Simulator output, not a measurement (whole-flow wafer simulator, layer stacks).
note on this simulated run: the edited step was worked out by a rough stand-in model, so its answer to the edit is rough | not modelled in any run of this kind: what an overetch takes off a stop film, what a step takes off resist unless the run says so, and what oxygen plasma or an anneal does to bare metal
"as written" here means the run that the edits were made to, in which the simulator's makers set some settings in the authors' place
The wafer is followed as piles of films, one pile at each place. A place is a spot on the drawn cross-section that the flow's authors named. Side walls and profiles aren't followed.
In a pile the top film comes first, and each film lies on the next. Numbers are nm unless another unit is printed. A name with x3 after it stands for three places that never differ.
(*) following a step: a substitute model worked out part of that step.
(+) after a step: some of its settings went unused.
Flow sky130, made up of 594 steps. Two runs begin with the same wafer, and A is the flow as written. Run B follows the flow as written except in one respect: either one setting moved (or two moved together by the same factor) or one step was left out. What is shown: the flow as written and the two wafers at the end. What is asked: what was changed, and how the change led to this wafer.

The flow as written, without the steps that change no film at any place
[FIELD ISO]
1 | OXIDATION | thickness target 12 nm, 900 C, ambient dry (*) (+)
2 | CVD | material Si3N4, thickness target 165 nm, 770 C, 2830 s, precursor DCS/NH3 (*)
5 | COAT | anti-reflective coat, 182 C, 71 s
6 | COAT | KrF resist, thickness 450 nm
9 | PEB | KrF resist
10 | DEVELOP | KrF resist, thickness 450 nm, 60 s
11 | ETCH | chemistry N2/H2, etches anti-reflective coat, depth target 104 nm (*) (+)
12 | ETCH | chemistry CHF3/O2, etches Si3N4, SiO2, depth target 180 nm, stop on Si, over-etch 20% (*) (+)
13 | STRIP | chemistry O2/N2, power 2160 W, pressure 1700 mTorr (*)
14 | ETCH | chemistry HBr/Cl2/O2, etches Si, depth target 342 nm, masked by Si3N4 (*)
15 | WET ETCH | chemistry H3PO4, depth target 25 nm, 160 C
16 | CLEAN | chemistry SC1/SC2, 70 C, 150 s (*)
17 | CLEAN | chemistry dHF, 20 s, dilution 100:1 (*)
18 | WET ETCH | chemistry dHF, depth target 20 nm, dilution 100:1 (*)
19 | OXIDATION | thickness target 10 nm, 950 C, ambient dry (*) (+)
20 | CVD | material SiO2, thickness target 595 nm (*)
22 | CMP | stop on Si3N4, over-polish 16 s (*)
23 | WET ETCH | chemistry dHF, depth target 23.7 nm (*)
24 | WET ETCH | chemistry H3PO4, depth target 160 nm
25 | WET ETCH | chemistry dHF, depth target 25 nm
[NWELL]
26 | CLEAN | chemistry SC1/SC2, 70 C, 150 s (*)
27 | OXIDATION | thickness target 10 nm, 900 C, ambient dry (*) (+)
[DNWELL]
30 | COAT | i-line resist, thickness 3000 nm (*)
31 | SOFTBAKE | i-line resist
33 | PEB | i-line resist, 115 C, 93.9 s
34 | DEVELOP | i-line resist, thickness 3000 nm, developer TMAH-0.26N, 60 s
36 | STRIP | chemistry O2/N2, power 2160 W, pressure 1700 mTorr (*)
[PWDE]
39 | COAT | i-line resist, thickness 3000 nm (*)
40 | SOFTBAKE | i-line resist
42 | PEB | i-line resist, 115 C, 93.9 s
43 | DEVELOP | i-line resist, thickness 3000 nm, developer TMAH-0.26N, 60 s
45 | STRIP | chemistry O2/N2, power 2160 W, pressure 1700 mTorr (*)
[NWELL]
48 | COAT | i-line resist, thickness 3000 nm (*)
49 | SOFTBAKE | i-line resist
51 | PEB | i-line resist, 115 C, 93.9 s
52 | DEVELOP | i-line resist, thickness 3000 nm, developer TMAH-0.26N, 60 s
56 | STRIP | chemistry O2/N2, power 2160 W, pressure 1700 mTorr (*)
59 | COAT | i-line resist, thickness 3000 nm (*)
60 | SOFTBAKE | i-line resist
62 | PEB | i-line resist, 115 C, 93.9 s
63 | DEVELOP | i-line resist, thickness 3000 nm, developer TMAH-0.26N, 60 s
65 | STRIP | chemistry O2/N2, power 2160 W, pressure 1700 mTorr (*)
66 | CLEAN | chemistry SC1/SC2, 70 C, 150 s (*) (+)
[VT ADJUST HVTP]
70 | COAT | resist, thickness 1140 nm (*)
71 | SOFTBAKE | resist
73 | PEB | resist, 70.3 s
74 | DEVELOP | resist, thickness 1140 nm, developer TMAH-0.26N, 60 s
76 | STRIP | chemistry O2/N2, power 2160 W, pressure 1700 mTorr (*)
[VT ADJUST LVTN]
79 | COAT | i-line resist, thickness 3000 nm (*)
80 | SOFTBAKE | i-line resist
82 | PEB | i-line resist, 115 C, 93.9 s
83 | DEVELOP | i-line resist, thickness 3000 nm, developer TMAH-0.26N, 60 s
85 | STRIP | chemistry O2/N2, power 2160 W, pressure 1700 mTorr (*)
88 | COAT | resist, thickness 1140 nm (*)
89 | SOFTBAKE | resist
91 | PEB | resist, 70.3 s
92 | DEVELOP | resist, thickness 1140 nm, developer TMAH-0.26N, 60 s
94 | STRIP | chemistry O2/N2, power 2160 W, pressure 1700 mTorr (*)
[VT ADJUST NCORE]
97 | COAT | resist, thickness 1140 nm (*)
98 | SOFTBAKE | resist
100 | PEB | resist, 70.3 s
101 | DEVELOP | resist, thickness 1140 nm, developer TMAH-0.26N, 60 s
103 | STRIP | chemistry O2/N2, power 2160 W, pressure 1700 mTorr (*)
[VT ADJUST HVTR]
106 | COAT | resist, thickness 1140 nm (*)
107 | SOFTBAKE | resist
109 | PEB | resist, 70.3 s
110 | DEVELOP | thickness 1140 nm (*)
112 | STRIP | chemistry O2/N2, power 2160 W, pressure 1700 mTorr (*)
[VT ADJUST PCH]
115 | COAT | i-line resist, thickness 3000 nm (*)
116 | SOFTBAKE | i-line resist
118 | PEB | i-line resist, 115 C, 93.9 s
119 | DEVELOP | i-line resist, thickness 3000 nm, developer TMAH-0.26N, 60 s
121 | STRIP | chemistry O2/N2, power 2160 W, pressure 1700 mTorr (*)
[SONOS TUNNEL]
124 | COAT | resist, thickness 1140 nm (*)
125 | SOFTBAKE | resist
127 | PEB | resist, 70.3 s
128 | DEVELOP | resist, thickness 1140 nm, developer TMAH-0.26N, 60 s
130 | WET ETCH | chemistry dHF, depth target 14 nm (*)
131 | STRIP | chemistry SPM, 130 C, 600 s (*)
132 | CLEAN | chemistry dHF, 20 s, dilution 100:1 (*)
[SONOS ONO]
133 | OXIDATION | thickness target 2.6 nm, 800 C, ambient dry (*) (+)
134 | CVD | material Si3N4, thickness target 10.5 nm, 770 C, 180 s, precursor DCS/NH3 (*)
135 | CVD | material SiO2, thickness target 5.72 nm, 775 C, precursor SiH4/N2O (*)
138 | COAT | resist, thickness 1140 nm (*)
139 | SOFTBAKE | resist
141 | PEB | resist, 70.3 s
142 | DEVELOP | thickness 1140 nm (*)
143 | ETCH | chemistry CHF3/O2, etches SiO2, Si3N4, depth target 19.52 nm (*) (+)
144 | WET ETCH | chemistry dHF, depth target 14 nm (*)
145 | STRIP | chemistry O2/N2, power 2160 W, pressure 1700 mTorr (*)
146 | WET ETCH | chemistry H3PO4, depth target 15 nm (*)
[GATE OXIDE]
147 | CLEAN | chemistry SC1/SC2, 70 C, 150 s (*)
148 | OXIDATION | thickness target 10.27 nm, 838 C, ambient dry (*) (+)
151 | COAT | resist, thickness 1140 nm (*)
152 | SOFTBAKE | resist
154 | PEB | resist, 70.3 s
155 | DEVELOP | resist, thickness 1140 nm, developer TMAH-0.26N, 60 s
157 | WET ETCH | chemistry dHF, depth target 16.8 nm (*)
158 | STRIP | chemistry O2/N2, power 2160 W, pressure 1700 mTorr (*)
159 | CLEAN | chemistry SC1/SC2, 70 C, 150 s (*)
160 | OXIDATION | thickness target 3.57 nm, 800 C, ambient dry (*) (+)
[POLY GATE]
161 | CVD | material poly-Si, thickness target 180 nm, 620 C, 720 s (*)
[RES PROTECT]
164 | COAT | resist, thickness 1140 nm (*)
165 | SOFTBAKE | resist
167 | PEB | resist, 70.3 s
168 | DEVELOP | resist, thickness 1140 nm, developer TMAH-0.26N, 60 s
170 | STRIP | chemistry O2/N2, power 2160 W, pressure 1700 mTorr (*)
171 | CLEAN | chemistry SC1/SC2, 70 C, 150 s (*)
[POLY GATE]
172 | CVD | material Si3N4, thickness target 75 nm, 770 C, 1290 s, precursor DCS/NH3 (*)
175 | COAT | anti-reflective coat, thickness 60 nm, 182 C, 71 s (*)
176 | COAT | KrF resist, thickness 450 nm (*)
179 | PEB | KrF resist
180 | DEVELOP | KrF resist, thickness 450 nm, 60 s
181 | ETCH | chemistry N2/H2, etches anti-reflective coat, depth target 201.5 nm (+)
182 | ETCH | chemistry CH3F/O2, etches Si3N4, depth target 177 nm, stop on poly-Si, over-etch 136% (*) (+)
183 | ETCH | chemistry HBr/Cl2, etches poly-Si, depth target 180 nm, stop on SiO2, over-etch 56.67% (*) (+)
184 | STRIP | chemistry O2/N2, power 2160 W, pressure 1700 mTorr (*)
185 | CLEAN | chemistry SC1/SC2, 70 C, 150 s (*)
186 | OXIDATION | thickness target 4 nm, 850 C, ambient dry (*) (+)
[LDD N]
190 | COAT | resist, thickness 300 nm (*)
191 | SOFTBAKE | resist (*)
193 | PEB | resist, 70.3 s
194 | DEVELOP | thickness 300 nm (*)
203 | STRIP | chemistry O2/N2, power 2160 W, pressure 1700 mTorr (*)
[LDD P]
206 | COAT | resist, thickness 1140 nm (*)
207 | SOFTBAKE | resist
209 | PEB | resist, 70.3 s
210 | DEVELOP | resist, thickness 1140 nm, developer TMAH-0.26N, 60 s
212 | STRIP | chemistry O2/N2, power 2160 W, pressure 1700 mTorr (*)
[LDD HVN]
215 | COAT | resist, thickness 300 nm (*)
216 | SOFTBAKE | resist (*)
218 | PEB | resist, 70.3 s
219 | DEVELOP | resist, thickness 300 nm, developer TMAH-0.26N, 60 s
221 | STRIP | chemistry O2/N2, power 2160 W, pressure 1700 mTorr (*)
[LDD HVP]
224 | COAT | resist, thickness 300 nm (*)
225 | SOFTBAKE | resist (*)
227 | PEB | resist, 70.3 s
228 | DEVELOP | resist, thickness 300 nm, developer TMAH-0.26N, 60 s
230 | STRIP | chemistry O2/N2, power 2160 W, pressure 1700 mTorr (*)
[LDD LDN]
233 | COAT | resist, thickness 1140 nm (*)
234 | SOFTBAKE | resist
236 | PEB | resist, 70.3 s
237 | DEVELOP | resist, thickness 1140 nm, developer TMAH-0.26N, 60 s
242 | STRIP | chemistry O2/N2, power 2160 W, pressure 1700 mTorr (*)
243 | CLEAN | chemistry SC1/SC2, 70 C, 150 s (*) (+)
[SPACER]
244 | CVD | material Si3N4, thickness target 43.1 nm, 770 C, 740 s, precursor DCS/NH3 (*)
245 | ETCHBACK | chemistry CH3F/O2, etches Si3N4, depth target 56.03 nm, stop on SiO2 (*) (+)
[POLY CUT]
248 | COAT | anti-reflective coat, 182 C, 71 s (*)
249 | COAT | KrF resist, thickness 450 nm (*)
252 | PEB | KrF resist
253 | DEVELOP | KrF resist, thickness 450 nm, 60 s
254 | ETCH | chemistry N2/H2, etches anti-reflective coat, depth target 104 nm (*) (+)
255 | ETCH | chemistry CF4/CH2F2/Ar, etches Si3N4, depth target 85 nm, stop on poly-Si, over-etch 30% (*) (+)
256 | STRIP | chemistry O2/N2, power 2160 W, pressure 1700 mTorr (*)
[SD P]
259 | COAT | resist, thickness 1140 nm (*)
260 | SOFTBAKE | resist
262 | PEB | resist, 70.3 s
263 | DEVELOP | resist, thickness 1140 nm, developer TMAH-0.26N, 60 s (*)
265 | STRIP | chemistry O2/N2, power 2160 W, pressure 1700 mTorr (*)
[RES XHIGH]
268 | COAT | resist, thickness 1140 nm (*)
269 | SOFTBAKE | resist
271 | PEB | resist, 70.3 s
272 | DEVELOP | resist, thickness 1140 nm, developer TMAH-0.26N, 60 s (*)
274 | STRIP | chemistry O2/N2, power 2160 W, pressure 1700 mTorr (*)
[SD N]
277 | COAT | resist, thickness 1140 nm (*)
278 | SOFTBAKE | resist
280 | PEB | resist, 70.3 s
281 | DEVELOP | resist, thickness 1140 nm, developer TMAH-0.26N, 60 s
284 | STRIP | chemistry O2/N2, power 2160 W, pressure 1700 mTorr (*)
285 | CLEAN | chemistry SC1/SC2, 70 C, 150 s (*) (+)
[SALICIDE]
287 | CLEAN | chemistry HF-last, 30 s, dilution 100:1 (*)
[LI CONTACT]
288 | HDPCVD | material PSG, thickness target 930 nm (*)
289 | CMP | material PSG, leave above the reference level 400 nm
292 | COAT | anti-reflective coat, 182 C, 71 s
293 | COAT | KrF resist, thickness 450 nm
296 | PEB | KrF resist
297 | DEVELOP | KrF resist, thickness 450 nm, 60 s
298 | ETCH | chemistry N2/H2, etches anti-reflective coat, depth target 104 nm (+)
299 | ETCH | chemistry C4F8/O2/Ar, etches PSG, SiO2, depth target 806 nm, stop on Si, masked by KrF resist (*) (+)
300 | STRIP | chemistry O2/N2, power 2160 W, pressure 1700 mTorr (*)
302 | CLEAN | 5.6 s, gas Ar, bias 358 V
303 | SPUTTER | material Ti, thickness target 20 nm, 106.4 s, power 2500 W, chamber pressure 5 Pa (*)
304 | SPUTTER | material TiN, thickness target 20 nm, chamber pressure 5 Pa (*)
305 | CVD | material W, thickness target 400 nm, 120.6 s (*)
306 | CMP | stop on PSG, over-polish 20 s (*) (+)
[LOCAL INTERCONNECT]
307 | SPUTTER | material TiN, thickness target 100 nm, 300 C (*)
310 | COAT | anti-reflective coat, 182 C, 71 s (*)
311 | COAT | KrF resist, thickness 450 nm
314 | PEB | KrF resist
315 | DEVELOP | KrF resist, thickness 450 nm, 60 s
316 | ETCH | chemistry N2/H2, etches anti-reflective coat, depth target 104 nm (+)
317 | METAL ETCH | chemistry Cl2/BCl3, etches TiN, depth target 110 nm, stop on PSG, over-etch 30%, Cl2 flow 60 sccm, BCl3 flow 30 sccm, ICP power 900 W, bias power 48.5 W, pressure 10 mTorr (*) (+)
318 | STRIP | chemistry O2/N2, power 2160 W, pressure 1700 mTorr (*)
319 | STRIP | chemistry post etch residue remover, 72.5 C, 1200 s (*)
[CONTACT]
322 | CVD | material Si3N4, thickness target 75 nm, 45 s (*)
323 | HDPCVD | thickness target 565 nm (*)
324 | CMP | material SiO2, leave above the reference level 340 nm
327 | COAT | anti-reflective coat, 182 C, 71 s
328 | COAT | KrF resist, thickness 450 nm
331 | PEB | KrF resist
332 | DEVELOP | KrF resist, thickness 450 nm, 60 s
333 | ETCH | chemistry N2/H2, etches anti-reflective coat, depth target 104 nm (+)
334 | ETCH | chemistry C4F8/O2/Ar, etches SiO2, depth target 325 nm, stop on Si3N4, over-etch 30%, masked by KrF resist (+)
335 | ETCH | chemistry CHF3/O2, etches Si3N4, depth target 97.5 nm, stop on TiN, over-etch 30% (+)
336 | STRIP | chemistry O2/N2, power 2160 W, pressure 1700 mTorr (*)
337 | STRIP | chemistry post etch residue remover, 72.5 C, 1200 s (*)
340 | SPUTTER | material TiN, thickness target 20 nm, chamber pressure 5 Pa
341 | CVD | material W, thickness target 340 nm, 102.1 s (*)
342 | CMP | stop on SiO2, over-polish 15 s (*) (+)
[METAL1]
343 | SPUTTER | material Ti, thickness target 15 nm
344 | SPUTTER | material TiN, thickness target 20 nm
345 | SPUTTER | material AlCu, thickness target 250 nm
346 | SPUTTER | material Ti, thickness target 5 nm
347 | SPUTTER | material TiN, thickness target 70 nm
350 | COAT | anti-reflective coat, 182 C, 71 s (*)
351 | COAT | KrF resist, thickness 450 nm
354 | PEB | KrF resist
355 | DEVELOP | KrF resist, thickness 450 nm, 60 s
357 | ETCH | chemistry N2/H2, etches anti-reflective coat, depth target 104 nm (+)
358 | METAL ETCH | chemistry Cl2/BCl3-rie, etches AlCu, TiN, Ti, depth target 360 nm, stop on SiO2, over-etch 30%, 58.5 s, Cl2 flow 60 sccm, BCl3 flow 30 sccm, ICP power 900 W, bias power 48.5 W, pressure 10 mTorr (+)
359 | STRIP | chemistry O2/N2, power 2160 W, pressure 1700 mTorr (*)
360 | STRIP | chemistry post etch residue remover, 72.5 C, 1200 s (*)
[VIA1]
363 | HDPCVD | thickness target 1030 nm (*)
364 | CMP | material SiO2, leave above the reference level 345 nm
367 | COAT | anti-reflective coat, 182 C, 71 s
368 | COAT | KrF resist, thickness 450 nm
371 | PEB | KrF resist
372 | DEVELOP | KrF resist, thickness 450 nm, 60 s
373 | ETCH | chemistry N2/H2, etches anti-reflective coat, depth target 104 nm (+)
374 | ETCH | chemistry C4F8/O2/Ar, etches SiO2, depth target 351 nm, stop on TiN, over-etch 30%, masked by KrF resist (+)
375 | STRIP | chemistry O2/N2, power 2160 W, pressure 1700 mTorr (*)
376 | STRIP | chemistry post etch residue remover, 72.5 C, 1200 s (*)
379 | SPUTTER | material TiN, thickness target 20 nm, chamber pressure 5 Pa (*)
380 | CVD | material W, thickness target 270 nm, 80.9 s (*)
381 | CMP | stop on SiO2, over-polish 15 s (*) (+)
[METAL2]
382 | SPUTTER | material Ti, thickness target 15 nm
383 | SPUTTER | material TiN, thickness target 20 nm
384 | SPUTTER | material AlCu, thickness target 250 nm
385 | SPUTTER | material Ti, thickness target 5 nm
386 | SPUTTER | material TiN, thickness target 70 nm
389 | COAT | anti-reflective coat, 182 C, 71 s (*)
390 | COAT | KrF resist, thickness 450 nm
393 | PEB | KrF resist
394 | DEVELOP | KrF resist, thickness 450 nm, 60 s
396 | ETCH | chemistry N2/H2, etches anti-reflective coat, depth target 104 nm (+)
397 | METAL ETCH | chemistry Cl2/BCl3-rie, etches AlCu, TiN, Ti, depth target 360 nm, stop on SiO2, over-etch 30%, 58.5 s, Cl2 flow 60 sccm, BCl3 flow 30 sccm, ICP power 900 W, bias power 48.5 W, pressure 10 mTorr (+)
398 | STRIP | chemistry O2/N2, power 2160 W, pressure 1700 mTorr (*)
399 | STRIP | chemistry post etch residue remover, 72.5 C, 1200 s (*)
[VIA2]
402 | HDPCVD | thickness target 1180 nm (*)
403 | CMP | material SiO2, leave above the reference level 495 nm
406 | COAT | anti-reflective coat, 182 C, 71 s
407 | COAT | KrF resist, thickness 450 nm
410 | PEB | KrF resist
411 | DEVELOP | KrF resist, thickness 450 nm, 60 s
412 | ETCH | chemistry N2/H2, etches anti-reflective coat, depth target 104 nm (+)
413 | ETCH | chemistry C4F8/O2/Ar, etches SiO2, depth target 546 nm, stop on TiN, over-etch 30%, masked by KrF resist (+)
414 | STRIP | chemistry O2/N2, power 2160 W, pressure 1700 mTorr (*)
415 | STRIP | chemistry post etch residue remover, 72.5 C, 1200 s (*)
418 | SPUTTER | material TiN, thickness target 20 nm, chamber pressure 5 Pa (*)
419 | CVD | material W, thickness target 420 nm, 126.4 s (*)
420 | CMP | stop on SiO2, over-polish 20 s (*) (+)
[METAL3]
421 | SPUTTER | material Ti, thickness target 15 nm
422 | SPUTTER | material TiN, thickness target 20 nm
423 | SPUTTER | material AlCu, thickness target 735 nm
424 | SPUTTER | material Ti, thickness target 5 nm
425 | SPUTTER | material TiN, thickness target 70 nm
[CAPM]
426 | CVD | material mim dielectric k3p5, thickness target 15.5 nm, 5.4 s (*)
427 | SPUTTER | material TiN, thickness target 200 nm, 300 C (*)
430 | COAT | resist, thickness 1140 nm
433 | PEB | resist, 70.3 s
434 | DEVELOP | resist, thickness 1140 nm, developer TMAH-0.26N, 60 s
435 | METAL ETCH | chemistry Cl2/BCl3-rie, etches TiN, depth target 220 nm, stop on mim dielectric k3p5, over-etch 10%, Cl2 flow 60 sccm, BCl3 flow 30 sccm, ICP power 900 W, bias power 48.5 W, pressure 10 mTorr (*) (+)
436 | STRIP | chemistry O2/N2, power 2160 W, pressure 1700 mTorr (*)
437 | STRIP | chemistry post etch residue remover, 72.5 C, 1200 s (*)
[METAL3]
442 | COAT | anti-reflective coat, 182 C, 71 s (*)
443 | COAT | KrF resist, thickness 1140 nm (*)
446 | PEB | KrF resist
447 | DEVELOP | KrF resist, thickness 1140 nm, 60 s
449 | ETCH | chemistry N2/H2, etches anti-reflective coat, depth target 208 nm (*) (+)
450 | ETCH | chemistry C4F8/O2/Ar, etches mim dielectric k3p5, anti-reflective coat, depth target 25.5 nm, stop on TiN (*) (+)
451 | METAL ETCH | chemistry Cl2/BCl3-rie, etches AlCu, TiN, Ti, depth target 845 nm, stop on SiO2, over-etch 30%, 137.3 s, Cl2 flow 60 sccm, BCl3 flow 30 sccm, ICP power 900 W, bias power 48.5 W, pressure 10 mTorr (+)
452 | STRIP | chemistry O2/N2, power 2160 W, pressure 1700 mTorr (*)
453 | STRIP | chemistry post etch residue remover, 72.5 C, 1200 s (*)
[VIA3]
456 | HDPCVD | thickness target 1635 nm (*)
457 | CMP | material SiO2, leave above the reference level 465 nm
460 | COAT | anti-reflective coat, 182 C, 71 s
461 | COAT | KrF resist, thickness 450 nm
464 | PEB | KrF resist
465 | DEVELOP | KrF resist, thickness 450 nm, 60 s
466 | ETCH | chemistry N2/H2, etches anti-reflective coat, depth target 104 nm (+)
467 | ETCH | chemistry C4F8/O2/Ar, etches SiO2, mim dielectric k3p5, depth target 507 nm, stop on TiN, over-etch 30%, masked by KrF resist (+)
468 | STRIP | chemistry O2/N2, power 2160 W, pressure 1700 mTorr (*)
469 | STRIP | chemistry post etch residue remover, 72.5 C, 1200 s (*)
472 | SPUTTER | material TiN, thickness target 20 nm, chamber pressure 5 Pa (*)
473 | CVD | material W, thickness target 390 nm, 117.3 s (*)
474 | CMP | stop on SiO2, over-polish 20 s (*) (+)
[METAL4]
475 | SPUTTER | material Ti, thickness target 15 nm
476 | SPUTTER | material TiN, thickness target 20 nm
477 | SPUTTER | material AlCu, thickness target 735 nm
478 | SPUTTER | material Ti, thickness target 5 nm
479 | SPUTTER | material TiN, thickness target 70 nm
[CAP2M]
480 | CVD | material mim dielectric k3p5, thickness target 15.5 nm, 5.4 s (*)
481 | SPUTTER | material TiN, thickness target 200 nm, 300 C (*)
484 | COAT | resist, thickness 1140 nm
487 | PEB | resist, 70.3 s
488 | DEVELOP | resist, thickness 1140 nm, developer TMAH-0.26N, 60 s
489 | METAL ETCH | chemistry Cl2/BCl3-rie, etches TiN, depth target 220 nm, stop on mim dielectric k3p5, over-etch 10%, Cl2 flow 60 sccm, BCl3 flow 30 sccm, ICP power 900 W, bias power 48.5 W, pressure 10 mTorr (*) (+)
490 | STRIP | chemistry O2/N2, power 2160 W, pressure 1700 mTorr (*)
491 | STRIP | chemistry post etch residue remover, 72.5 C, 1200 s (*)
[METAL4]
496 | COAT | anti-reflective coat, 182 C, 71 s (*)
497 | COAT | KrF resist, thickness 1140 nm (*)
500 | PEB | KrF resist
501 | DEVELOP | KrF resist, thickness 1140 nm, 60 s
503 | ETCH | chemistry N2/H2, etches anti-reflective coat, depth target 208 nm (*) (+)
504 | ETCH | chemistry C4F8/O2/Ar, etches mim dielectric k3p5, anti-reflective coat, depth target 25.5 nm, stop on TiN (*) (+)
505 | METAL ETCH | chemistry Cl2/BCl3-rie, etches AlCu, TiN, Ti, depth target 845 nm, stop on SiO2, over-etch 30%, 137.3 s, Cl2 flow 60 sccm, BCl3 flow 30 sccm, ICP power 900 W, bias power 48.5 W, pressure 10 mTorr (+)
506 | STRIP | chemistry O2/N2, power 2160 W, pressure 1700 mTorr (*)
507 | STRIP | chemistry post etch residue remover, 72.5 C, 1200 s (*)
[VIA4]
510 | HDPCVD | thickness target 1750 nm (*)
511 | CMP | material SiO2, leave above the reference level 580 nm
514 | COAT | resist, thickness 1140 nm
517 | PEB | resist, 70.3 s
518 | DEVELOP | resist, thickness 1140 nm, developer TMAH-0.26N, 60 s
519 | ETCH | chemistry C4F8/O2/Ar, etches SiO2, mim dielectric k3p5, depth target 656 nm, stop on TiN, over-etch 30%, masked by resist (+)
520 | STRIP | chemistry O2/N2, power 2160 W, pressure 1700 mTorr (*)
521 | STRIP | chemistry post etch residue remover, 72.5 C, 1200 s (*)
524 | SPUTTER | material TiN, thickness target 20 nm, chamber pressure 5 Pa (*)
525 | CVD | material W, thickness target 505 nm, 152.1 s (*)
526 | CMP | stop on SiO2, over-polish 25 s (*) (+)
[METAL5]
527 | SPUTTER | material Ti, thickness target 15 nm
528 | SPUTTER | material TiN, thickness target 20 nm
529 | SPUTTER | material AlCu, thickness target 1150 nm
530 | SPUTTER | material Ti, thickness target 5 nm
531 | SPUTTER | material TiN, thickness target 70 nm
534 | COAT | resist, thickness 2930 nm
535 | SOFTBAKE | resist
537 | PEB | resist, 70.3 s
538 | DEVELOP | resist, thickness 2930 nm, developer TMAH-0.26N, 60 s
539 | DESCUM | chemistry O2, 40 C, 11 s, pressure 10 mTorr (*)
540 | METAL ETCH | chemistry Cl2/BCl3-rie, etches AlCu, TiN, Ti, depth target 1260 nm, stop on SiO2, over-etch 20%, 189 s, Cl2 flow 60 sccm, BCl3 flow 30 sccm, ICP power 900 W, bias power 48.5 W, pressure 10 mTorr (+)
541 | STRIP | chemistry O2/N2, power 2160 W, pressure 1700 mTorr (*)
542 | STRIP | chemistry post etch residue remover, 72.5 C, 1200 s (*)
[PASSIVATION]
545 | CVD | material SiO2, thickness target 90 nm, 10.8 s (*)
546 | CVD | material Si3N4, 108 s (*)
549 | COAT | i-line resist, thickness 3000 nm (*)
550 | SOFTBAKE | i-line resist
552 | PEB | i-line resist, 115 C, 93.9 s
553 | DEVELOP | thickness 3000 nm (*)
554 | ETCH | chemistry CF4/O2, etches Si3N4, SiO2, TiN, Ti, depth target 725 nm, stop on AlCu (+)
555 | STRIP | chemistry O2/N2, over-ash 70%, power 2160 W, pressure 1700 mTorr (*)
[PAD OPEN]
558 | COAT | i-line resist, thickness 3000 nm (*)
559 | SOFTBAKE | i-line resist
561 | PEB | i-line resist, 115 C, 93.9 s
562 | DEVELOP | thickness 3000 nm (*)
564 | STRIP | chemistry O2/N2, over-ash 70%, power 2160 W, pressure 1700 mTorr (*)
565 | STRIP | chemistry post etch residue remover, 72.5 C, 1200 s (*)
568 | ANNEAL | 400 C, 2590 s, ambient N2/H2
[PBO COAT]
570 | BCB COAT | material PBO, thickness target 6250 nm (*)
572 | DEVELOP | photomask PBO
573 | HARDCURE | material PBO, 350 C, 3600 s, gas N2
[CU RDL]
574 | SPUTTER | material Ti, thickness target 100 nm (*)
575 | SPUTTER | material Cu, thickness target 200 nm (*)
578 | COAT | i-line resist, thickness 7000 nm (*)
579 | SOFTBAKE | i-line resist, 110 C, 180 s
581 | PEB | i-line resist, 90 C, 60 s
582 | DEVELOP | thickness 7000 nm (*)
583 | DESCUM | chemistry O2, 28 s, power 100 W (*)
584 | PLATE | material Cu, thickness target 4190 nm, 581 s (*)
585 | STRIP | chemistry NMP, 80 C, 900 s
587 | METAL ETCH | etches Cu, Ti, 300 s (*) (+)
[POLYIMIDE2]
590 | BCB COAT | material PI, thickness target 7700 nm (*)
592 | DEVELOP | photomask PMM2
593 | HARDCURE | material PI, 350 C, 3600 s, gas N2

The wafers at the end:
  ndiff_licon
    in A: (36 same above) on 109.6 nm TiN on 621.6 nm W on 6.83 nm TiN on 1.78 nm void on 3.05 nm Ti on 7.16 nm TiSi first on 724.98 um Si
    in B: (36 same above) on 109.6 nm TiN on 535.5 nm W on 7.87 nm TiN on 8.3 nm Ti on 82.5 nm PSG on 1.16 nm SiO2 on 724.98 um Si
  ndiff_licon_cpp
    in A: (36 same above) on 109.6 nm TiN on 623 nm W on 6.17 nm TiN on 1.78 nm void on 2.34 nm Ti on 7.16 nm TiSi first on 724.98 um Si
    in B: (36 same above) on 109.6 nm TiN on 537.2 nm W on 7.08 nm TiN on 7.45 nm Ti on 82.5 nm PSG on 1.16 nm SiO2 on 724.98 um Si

What caused this: step 299, ETCH: depth target 556 nm was run, whereas the flow has depth target 806 nm.

How this came from the change, step by step:
  299 | ETCH | chemistry C4F8/O2/Ar, etches PSG, SiO2, depth target 806 nm, stop on Si, masked by KrF resist (*) (+)
      contact, ndiff_licon, ndiff_licon_cpp: A PSG loses 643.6 (all of it), SiO2 loses 1.16 (all of it) | B PSG loses 556
      field, active, n_well and 184 more: A KrF resist loses 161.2 | B KrF resist loses 111.2
  300 | STRIP | chemistry O2/N2, power 2160 W, pressure 1700 mTorr (*)
      contact, ndiff_licon, ndiff_licon_cpp: A chemical SiO2 gains 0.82 (new film), Si loses 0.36 | B nothing
      field, active, n_well and 184 more: A KrF resist loses 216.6 (all of it), anti-reflective coat loses 80 (all of it) | B KrF resist loses 266.6 (all of it), anti-reflective coat loses 80 (all of it)
  302 | CLEAN | 5.6 s, gas Ar, bias 358 V
      contact, ndiff_licon, ndiff_licon_cpp: A chemical SiO2 loses 0.82 (all of it) | B PSG loses 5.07
  303 | SPUTTER | material Ti, thickness target 20 nm, 106.4 s, power 2500 W, chamber pressure 5 Pa (*)
      ndiff_licon: A Ti gains 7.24 (new film) | B Ti gains 8.3 (new film)
      ndiff_licon_cpp: A Ti gains 6.53 (new film) | B Ti gains 7.45 (new film)
  304 | SPUTTER | material TiN, thickness target 20 nm, chamber pressure 5 Pa (*)
      ndiff_licon: A TiN gains 6.83 (new film) | B TiN gains 7.87 (new film)
      ndiff_licon_cpp: A TiN gains 6.17 (new film) | B TiN gains 7.08 (new film)
  305 | CVD | material W, thickness target 400 nm, 120.6 s (*)
      ndiff_licon: A W gains 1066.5 (new film) | B W gains 980.5 (new film)
      ndiff_licon_cpp: A W gains 1067.9 (new film) | B W gains 982.1 (new film)
  568 | ANNEAL | 400 C, 2590 s, ambient N2/H2
      ndiff_licon, ndiff_licon_cpp: A under 37 films: void gains 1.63 (new film), Ti loses 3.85, TiSi first gains 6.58 (new film), Si loses 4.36 | B nothing
Taking metal films that touch as one body, ndiff_licon has 5 bodies (between them, from the top down: SiO2 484 / mim dielectric k3p5 15.5; SiO2 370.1 / mim dielectric k3p5 15.5; SiO2 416; SiO2 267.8); the flow as written gives 6 bodies (between them, from the top down: SiO2 484 / mim dielectric k3p5 15.5; SiO2 370.1 / mim dielectric k3p5 15.5; SiO2 416; SiO2 267.8; void 1.78).
Taking metal films that touch as one body, ndiff_licon_cpp has 5 bodies (between them, from the top down: SiO2 484 / mim dielectric k3p5 15.5; SiO2 370.1 / mim dielectric k3p5 15.5; SiO2 416; SiO2 267.8); the flow as written gives 6 bodies (between them, from the top down: SiO2 484 / mim dielectric k3p5 15.5; SiO2 370.1 / mim dielectric k3p5 15.5; SiO2 416; SiO2 267.8; void 1.78).
